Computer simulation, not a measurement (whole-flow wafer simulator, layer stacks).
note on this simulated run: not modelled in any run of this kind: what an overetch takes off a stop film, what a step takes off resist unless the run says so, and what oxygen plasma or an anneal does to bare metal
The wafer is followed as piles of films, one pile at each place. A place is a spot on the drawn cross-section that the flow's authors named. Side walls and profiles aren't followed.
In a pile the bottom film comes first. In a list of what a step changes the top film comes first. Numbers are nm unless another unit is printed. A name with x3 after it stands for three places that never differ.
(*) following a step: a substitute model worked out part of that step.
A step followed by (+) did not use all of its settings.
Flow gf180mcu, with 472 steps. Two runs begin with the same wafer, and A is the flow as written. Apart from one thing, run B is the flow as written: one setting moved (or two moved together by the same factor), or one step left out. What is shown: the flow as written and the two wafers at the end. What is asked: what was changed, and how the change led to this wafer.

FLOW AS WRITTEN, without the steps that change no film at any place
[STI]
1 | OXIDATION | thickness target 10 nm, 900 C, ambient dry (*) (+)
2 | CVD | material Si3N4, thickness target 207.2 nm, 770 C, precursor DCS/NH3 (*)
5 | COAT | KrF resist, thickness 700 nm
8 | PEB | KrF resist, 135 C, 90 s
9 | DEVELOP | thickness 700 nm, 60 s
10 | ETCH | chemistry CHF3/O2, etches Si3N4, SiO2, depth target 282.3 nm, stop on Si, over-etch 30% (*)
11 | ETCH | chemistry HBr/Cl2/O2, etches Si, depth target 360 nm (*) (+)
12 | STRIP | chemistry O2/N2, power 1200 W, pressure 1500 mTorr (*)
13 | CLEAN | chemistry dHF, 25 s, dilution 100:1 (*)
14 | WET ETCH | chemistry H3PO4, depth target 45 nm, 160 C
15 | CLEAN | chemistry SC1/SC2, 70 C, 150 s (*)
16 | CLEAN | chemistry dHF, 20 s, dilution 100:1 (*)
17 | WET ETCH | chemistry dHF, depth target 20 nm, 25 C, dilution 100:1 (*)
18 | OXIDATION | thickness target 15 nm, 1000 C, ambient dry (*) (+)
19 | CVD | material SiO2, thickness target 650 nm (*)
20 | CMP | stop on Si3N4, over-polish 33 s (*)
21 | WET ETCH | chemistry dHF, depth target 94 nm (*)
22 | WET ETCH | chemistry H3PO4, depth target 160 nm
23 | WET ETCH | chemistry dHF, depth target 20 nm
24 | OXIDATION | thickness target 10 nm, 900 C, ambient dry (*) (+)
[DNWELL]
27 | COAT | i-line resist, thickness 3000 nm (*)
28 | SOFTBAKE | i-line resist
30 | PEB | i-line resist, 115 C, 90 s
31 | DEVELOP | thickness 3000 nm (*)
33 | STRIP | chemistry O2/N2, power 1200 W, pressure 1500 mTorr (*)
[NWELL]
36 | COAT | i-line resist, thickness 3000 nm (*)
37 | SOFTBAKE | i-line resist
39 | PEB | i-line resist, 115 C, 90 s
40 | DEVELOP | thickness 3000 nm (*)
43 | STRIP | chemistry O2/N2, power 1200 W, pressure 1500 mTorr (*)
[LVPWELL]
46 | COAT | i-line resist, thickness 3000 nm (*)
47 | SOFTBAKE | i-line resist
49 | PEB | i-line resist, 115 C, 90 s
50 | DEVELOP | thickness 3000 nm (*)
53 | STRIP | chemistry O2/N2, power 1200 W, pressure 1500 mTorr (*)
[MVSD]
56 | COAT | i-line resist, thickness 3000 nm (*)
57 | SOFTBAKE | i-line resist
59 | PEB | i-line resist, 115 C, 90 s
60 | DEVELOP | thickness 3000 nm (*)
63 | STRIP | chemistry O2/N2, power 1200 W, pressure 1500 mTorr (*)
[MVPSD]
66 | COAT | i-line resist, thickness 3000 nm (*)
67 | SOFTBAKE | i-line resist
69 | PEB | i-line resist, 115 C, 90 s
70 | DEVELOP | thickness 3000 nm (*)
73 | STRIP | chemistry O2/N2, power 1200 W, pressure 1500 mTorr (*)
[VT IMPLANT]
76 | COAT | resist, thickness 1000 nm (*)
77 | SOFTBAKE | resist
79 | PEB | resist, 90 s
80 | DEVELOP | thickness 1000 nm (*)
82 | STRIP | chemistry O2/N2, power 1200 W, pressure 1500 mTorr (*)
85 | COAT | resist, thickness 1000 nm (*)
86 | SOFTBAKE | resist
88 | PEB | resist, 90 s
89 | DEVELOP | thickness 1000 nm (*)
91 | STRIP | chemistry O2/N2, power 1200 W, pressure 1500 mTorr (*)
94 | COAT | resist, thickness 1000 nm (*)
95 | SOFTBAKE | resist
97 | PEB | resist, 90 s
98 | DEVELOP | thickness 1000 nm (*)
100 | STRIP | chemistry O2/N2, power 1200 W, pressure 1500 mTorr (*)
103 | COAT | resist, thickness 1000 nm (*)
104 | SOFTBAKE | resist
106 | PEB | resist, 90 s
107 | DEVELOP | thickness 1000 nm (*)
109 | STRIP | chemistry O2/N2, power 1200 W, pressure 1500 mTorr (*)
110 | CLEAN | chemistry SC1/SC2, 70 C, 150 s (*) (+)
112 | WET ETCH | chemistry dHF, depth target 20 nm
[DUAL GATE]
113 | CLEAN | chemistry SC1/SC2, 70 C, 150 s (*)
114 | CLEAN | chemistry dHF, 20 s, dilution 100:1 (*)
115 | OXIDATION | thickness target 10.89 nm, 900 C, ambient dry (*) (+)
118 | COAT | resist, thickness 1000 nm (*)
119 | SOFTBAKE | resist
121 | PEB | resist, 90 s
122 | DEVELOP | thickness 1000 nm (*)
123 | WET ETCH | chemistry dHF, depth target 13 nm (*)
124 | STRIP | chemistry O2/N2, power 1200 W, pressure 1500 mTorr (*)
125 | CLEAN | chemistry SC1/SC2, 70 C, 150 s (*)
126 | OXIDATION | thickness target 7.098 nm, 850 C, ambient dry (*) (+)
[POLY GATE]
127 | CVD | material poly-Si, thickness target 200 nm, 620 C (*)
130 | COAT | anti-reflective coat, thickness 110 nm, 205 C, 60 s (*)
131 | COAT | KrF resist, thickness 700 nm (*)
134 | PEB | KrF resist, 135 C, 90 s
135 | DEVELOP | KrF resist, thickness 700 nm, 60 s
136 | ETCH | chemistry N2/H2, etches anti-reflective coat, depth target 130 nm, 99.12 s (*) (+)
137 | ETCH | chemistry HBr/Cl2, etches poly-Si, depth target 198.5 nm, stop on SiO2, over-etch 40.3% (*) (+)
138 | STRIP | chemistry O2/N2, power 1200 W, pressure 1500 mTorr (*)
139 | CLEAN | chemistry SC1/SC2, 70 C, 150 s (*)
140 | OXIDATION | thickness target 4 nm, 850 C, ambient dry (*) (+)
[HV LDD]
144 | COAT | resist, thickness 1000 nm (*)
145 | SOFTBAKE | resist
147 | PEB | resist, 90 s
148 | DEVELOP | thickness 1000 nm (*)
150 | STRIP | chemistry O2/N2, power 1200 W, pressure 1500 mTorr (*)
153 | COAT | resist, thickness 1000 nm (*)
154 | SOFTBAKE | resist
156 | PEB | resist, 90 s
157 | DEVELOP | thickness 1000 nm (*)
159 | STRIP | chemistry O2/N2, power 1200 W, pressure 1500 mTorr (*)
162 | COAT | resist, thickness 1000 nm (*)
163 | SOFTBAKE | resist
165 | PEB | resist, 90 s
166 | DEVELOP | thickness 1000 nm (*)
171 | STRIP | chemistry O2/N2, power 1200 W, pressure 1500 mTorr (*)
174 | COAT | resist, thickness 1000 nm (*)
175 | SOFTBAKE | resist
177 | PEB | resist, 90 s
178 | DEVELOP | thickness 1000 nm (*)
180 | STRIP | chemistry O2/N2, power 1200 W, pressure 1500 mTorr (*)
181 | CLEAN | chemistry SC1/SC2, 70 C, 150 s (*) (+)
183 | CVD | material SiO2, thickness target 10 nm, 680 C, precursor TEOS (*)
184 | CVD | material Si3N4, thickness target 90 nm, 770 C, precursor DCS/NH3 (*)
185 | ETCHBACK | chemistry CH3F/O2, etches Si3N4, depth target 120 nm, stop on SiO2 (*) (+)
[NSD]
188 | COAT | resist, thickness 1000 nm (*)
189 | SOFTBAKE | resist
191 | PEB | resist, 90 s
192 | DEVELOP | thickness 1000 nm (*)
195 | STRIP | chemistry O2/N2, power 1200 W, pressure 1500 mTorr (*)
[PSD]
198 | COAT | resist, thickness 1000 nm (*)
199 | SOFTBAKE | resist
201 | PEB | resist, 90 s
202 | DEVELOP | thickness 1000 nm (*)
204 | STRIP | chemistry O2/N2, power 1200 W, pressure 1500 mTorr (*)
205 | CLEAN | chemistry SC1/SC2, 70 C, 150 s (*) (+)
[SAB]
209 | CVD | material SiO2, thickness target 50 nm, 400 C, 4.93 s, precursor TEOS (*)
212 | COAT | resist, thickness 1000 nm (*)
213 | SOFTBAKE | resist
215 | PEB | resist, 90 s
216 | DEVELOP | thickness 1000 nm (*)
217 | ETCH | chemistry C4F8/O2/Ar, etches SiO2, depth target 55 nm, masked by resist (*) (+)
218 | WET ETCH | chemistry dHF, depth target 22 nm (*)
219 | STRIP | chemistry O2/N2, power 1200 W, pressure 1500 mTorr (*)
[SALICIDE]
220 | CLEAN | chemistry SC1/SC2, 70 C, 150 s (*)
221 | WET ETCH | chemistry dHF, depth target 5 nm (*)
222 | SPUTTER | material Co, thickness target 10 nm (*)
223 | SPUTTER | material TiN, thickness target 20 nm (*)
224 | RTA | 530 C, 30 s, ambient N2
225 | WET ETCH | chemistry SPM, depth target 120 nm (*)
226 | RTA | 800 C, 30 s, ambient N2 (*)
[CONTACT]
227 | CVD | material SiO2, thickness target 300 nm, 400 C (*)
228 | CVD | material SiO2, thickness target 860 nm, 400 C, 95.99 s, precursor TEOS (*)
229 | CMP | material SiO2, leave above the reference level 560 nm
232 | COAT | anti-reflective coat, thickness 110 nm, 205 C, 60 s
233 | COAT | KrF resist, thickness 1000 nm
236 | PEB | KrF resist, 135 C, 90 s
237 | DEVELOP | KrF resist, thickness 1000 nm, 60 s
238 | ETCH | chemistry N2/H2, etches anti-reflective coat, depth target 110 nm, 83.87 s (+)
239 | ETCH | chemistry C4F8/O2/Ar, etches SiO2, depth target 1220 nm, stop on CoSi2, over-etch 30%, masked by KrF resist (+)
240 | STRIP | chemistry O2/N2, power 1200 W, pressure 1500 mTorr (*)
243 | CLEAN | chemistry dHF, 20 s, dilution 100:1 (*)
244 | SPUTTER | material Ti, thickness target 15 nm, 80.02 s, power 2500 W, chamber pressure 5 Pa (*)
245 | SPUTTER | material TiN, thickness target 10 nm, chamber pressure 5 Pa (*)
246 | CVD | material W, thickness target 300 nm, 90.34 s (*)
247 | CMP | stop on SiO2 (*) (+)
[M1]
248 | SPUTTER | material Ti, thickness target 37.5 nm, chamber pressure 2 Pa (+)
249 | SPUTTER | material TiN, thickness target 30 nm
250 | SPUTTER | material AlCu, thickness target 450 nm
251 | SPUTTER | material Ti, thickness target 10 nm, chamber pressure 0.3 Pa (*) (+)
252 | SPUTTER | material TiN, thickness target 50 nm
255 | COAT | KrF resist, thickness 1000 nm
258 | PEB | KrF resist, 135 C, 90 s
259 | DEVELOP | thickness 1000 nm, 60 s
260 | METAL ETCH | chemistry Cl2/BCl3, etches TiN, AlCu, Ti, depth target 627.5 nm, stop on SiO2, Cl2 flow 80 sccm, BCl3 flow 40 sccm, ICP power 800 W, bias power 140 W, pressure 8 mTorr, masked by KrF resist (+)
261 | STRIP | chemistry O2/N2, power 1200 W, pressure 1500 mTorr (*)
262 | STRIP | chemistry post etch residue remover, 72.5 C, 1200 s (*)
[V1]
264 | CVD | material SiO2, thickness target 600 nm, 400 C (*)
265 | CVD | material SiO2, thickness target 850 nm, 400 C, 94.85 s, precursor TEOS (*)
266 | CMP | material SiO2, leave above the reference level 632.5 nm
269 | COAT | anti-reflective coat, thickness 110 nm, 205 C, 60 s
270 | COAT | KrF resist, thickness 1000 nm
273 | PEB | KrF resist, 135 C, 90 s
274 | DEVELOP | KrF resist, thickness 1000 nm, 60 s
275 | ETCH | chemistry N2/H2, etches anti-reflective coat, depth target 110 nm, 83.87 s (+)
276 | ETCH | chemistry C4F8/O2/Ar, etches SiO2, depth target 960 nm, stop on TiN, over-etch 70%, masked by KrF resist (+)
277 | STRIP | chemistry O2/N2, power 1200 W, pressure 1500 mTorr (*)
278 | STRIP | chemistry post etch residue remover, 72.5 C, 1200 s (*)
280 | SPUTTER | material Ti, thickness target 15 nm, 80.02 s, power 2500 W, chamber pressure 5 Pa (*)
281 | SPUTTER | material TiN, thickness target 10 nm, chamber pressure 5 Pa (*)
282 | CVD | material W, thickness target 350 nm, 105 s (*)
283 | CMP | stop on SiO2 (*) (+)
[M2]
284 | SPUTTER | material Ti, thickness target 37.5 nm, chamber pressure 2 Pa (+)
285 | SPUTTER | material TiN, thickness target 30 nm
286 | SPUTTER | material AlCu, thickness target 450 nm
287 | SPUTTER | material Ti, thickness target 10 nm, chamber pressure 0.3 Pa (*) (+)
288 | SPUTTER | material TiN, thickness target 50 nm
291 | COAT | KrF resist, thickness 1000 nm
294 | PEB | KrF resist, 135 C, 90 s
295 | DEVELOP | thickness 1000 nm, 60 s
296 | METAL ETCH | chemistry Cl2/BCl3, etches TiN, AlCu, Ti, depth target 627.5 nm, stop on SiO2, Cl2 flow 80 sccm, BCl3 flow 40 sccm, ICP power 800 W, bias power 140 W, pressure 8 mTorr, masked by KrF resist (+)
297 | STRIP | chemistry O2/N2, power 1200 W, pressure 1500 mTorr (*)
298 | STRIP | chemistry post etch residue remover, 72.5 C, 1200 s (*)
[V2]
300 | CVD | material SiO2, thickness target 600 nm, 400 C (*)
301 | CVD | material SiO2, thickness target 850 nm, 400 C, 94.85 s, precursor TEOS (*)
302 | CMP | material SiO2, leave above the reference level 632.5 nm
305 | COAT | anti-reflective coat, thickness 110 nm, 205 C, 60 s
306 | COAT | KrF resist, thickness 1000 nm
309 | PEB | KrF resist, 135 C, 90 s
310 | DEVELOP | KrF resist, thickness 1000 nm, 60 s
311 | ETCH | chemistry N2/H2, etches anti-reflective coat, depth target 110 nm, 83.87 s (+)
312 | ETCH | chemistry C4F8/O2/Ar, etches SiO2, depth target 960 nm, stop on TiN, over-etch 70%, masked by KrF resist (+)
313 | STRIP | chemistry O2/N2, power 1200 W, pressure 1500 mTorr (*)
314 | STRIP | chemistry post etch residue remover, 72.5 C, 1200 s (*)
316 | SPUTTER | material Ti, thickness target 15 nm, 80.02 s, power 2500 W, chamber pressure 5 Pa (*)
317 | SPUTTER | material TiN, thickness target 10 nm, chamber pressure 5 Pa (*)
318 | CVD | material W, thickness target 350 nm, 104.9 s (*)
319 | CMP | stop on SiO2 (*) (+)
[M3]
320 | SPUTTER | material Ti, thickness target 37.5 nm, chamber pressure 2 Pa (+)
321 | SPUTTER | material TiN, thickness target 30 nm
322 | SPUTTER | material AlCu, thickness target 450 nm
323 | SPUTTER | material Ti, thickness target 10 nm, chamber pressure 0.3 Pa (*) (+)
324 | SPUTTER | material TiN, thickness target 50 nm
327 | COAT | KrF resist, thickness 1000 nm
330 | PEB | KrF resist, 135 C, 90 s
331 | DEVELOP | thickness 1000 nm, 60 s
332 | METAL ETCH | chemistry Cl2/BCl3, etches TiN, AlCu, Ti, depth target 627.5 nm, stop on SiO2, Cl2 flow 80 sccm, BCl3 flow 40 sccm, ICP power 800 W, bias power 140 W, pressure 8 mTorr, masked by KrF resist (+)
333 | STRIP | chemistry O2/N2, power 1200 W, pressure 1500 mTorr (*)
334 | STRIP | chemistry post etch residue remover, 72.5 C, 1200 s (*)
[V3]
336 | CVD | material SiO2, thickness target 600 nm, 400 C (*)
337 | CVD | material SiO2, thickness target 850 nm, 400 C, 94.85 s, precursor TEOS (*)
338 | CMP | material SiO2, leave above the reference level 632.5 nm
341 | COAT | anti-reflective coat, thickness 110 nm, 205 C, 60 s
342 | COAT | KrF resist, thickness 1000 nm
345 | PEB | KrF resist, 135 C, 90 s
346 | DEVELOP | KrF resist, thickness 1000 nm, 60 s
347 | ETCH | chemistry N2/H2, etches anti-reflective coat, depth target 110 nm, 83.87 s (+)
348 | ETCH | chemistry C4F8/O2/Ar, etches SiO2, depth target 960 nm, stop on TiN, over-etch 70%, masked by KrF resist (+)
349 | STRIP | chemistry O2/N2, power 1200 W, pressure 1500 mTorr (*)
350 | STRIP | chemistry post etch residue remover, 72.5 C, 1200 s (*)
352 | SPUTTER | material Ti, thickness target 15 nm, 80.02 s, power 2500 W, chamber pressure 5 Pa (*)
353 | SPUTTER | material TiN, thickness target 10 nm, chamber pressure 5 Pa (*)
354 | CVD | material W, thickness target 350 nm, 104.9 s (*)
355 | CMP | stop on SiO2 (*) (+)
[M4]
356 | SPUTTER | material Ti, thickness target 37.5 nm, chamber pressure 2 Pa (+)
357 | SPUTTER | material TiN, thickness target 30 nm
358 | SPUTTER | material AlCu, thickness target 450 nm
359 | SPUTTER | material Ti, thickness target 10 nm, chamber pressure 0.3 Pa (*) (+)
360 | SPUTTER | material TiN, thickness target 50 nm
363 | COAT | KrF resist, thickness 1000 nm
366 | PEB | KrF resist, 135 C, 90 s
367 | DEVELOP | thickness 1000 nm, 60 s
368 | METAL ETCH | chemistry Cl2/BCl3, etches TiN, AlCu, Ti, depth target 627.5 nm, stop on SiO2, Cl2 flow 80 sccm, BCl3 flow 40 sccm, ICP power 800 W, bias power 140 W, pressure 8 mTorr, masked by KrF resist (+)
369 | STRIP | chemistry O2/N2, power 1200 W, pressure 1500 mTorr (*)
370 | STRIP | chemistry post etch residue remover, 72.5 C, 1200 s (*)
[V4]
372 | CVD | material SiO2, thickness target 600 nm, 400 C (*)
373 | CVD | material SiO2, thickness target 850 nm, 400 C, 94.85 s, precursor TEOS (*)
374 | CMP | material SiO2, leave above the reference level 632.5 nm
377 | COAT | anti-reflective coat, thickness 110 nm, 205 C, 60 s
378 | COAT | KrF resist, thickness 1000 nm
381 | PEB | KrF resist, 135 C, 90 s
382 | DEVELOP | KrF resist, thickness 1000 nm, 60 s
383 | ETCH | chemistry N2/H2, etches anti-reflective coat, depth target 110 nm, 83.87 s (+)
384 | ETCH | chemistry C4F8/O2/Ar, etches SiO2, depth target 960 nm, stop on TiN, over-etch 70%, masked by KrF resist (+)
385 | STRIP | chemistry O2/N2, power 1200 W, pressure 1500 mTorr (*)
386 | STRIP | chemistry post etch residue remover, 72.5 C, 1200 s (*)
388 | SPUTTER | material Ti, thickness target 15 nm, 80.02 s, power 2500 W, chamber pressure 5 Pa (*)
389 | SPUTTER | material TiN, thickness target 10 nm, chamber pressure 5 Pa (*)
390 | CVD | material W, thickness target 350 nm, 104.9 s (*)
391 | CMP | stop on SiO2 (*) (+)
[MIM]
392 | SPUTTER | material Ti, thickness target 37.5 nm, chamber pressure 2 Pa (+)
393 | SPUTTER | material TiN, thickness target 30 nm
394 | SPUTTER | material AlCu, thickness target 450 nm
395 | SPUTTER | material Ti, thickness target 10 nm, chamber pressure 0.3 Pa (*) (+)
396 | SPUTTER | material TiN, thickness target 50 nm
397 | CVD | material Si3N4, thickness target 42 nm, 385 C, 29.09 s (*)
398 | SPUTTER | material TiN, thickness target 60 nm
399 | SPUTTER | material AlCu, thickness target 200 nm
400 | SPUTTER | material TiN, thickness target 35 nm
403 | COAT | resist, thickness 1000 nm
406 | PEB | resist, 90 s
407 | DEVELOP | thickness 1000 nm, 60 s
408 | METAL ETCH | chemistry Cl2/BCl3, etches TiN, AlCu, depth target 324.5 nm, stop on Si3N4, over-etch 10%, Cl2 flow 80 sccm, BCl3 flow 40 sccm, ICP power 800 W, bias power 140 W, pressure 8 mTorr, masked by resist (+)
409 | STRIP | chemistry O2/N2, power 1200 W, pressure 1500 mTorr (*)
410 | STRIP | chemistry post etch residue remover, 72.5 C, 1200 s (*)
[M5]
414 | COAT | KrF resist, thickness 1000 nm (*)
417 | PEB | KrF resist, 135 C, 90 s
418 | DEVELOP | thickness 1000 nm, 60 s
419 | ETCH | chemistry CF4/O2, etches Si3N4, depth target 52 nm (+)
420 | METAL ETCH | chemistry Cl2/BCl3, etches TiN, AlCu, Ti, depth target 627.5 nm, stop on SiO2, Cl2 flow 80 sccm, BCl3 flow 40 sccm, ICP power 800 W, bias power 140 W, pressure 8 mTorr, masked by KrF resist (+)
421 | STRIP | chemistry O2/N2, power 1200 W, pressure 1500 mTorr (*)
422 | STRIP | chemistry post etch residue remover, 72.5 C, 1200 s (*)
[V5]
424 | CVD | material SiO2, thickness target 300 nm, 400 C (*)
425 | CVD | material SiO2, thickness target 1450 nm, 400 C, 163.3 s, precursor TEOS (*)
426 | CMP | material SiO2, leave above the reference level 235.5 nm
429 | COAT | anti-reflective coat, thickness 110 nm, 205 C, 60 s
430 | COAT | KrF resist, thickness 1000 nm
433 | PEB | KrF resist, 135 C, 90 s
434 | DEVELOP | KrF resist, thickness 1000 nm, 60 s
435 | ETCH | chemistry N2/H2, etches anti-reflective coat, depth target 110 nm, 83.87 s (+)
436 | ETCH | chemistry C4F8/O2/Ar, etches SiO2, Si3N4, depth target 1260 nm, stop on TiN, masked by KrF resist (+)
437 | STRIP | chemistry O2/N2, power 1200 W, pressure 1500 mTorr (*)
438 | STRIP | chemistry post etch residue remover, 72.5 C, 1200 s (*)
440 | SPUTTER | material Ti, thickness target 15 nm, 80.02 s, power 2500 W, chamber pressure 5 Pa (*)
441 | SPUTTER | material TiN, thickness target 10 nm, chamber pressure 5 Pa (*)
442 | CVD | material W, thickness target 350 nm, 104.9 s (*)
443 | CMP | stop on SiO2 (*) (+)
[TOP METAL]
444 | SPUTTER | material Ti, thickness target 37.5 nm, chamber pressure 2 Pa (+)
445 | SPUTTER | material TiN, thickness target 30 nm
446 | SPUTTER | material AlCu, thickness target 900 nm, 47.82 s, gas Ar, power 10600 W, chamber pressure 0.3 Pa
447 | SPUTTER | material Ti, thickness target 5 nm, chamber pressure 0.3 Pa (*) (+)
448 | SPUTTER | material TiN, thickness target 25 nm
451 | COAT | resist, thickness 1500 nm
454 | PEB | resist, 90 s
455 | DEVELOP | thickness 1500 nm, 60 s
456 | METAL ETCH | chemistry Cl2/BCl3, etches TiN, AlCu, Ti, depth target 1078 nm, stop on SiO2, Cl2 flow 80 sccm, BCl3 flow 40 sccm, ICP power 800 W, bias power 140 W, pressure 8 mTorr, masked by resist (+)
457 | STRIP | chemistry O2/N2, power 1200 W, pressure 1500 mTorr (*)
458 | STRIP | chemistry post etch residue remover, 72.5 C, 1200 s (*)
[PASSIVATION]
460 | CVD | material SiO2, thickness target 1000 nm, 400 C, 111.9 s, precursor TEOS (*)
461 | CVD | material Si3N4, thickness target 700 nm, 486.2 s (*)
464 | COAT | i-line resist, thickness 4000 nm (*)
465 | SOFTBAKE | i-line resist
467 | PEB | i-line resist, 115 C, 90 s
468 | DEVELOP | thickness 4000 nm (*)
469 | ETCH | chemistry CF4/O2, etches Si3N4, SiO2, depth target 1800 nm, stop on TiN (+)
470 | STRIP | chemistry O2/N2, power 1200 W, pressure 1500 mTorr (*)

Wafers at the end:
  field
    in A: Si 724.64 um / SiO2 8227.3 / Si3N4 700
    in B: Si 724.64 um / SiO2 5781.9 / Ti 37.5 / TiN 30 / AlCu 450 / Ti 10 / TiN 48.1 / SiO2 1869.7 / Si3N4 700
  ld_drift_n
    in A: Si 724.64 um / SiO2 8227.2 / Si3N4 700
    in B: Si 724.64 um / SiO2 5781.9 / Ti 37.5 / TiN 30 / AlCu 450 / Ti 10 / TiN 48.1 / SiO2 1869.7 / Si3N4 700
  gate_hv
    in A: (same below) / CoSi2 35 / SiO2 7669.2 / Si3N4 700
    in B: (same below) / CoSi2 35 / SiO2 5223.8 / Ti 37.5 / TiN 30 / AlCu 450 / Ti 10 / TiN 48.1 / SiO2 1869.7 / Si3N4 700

Cause: step 420, METAL ETCH: chemistry Cl2/BCl3, etches TiN, AlCu, Ti, depth target 627.5 nm, stop on SiO2, Cl2 flow 80 sccm, BCl3 flow 40 sccm, ICP power 800 W, bias power 140 W, pressure 8 mTorr, masked by KrF resist (+), was skipped.

Step by step, how the change led to this:
  421 | STRIP | chemistry O2/N2, power 1200 W, pressure 1500 mTorr (*)
      field__w8, m1__w1: A KrF resist loses 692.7 (all of it) | B KrF resist loses 943.7 (all of it)
      contact, m1: A KrF resist loses 693.2 (all of it) | B KrF resist loses 944.2 (all of it)
      (also at 4 further places)
  424 | CVD | material SiO2, thickness target 300 nm, 400 C (*)
      field, field__w1, field__w2 and 101 more: A SiO2 gains 300 | B SiO2 gains 300 (new film)
  426 | CMP | material SiO2, leave above the reference level 235.5 nm
      field, field__w1, field__w5 and 92 more: A SiO2 loses 300.8 | B SiO2 loses 876.5
      field__w2, field__w3, field__w12 and 6 more: A SiO2 loses 272.7 | B SiO2 loses 876.5
If metal films that touch count as one body, field has 1 body; the flow as written gives 0 bodies.
If metal films that touch count as one body, ld_drift_n has 1 body; the flow as written gives 0 bodies.
If metal films that touch count as one body, gate_hv has 2 bodies (between them, from the top down: SiO2 5223.8); the flow as written gives 1 body.
